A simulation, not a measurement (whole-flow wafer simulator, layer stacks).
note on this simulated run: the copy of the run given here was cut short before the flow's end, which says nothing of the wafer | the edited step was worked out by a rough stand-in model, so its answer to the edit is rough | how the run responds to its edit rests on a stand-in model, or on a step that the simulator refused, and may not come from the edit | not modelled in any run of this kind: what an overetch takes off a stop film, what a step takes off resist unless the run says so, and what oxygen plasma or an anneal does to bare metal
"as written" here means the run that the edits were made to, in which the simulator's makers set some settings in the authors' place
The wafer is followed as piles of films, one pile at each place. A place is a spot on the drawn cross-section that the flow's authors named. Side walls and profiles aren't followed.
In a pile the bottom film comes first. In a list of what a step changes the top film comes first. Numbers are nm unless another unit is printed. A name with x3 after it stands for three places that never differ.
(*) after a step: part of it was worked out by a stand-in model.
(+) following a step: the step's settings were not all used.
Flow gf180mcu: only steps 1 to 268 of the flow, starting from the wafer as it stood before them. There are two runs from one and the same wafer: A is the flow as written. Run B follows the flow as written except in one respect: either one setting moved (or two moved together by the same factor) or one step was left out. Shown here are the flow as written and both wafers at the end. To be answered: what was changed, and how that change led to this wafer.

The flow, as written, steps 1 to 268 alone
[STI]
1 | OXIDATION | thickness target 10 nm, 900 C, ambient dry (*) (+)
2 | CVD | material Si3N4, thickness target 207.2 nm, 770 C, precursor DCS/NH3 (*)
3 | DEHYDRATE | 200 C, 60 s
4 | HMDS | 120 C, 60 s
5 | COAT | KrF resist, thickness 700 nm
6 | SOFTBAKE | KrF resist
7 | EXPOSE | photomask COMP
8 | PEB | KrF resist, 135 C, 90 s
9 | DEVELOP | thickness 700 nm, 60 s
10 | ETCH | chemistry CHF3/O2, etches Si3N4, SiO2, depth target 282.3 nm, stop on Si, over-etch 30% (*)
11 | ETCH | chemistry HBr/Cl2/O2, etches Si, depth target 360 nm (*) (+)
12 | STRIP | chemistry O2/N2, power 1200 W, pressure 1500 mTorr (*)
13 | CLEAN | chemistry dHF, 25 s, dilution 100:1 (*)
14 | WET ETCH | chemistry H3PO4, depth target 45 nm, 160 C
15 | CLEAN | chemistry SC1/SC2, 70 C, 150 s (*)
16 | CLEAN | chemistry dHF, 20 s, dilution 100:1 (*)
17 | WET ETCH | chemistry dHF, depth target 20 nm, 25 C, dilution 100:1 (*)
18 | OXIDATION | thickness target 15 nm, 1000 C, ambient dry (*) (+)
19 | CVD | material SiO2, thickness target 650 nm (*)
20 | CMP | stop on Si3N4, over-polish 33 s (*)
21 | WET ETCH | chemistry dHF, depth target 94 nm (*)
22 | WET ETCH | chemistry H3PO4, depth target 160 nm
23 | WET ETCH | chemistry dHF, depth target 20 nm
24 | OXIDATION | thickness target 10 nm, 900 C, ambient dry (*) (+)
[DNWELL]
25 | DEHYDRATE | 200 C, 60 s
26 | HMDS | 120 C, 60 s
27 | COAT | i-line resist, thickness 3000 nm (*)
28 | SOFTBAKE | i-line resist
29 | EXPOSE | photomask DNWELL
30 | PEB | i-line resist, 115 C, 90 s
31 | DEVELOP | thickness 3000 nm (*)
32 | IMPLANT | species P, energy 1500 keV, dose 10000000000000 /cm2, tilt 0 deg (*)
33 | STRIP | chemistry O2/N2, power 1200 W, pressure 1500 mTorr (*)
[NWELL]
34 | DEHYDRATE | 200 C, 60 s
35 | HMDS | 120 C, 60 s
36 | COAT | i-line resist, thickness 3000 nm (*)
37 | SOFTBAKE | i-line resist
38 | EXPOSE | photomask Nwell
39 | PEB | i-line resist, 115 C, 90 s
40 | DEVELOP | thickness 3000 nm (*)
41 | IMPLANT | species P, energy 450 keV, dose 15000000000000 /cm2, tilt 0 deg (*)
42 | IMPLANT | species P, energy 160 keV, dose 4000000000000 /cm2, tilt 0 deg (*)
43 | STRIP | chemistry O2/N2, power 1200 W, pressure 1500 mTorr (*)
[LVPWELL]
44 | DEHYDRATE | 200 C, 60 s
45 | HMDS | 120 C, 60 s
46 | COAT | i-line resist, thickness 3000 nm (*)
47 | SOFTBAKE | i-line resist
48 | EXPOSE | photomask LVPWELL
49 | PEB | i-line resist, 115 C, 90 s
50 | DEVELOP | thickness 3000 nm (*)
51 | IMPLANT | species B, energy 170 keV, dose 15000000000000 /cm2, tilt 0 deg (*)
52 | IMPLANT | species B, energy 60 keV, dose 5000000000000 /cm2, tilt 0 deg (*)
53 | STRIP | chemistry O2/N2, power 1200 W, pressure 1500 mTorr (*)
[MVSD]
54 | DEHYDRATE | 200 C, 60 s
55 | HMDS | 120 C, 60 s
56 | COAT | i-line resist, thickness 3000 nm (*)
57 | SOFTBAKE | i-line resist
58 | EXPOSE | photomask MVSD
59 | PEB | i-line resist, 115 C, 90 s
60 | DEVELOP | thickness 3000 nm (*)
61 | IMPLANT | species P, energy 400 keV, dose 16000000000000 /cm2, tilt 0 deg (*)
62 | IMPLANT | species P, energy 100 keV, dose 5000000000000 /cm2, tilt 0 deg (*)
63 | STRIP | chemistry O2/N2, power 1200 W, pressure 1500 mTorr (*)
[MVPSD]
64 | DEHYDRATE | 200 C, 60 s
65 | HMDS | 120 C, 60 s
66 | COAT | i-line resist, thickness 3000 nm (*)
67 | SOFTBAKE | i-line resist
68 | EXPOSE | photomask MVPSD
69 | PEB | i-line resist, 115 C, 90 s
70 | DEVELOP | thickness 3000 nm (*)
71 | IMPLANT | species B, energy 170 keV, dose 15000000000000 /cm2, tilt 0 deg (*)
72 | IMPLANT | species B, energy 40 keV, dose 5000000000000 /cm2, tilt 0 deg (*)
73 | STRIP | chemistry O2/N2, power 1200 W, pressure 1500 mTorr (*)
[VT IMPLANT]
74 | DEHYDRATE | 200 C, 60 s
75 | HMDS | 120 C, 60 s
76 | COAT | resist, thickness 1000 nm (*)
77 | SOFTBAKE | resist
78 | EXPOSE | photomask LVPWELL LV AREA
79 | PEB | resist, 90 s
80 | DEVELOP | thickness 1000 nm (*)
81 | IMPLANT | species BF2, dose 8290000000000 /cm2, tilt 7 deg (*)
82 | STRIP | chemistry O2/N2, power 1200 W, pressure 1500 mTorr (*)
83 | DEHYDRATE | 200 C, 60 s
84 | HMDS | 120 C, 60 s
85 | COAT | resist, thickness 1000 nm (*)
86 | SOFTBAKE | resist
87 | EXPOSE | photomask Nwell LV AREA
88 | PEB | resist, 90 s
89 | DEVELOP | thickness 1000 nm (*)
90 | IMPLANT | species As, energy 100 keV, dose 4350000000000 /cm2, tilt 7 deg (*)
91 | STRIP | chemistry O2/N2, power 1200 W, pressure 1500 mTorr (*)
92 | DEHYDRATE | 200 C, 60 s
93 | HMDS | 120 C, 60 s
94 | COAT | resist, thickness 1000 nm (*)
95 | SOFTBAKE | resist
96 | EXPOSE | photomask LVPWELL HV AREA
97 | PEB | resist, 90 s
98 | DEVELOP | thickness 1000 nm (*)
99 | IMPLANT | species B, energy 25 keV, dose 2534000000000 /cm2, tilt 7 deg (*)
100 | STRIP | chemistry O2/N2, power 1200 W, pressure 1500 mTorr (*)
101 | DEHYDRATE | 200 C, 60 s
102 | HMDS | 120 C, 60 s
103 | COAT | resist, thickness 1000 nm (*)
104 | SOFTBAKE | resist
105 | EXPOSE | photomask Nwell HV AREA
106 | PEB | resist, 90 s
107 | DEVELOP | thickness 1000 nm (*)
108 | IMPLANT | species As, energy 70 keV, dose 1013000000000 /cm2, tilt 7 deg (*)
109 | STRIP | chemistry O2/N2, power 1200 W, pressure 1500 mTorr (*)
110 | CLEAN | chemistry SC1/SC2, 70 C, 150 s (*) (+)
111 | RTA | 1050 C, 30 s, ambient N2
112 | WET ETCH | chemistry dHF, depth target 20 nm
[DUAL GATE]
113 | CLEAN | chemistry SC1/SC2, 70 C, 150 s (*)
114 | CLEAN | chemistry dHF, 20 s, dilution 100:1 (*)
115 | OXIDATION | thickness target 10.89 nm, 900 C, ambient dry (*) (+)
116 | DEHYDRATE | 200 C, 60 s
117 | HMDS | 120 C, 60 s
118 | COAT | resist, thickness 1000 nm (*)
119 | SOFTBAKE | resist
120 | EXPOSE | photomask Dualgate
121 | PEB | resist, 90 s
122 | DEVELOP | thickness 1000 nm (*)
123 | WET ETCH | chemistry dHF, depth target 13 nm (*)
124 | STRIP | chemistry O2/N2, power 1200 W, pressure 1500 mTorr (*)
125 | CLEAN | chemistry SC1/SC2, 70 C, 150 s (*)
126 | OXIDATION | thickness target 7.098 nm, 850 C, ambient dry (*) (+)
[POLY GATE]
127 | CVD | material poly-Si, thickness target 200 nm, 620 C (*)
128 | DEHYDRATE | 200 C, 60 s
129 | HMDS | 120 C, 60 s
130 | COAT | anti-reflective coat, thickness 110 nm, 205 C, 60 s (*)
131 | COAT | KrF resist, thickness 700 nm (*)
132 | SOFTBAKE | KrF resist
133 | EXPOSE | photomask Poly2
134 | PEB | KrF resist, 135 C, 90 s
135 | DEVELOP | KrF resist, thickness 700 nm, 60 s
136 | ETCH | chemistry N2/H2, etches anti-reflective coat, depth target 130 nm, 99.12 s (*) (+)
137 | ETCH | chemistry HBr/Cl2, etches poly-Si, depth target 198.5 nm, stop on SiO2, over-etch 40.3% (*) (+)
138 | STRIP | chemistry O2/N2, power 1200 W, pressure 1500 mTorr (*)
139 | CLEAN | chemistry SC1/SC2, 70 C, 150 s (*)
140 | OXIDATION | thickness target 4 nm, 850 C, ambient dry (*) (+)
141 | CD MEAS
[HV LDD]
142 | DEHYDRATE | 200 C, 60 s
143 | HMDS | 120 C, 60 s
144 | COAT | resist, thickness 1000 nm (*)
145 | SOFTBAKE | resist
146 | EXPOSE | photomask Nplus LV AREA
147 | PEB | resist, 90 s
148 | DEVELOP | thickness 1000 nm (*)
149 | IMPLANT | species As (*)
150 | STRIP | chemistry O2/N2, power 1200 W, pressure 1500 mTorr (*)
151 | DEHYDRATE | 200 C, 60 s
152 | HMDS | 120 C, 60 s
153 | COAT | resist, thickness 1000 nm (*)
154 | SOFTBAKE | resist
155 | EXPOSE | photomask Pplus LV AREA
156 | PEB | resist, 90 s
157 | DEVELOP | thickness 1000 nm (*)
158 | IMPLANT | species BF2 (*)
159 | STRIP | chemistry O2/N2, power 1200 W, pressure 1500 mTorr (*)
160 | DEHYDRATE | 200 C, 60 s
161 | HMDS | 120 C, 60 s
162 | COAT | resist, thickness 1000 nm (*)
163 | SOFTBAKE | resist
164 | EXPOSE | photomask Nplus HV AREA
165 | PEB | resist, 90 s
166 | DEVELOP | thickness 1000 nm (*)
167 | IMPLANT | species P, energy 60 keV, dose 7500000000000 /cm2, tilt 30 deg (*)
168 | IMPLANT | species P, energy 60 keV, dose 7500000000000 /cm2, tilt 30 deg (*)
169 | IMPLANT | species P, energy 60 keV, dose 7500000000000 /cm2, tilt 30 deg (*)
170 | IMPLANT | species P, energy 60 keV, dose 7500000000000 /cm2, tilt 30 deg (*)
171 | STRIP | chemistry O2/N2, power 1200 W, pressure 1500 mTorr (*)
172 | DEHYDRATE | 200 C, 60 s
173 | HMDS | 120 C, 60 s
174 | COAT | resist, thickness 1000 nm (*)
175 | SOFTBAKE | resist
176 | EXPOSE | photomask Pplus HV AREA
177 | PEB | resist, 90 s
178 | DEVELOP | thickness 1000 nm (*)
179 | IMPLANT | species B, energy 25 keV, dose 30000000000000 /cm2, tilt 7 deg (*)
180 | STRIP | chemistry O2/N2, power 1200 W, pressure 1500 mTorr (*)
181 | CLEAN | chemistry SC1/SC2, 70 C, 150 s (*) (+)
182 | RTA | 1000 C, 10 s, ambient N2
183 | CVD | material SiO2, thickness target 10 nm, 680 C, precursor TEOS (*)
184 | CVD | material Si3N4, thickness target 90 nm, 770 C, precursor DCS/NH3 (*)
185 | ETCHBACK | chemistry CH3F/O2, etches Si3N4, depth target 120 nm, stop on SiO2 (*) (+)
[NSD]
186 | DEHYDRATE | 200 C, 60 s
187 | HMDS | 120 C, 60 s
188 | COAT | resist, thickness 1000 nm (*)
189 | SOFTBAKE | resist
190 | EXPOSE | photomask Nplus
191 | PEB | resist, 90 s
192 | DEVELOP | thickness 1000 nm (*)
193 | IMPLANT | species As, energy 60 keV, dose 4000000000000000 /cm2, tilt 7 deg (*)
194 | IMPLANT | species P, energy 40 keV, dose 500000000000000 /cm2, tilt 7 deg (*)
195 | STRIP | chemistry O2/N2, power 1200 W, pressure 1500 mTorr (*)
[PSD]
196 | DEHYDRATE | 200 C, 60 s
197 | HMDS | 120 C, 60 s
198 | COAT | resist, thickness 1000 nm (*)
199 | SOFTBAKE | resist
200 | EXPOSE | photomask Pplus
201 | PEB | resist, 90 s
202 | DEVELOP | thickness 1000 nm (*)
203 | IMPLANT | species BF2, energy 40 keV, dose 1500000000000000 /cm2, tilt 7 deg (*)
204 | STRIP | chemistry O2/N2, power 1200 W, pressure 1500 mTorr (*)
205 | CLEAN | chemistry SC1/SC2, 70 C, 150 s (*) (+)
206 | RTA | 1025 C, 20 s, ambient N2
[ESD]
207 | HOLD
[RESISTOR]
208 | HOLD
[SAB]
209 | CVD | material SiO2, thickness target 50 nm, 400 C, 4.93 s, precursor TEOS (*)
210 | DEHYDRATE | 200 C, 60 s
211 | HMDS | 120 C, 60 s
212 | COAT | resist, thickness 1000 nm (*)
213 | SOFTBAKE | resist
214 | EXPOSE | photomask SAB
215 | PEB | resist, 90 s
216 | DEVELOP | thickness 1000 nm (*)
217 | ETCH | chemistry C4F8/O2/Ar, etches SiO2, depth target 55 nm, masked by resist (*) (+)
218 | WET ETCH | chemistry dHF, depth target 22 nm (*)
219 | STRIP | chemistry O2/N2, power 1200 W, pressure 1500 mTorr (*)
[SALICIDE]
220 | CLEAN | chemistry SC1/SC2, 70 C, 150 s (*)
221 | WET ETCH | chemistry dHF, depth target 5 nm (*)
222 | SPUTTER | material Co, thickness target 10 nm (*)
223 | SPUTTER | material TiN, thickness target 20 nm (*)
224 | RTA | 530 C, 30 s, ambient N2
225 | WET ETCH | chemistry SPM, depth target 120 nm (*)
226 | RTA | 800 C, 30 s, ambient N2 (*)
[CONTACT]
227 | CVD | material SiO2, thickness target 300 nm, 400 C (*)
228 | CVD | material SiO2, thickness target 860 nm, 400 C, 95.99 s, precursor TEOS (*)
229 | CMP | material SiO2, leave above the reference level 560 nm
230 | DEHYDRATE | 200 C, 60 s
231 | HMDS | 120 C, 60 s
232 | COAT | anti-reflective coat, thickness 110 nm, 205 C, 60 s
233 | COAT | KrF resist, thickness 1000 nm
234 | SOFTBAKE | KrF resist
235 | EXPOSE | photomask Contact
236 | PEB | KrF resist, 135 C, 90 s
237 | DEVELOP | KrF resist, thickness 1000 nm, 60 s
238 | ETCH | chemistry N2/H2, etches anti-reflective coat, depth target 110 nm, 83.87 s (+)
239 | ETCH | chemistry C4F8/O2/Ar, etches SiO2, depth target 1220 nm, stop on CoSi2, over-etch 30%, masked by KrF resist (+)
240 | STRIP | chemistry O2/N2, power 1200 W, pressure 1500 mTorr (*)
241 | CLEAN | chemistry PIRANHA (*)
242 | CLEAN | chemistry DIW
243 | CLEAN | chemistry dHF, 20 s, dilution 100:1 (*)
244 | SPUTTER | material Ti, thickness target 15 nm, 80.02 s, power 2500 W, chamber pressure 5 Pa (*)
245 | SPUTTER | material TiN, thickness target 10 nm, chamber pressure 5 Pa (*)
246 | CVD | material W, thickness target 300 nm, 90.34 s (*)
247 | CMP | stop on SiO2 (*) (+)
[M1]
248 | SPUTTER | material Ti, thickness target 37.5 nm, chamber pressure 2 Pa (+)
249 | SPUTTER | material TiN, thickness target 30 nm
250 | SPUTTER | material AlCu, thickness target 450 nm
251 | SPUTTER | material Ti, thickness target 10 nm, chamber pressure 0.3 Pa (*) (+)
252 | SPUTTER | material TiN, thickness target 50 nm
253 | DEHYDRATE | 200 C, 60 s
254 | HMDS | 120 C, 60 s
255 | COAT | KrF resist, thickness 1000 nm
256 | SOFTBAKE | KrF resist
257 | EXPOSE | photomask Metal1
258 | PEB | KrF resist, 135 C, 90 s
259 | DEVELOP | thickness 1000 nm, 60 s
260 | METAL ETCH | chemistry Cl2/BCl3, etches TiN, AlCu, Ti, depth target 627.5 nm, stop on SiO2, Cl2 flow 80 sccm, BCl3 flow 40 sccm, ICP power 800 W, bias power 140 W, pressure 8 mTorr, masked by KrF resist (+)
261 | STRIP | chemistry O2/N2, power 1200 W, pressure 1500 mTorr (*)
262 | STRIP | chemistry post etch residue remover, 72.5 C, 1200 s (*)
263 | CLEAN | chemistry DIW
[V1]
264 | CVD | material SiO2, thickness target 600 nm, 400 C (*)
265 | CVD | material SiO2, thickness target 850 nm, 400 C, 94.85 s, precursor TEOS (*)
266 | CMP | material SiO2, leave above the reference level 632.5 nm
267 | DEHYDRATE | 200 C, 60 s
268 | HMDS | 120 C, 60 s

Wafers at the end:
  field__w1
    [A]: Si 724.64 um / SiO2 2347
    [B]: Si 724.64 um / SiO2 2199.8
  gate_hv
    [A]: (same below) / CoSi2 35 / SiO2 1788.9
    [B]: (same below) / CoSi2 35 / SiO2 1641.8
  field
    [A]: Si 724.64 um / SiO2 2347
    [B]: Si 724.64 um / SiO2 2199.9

Cause: step 265, CVD: 43.87 s was run, while the flow as written has 94.85 s.

The path from the change to this, step by step:
  265 | CVD | material SiO2, thickness target 850 nm, 400 C, 94.85 s, precursor TEOS (*)
      field, field__w1, field__w2 and 108 more: A +850 SiO2 | B +402.8 SiO2
  266 | CMP | material SiO2, leave above the reference level 632.5 nm
      field, field__w1, field__w2 and 99 more: A -300 SiO2 | B nothing
      field__w8, contact, m1 and 6 more: A -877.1 SiO2 | B -429.9 SiO2
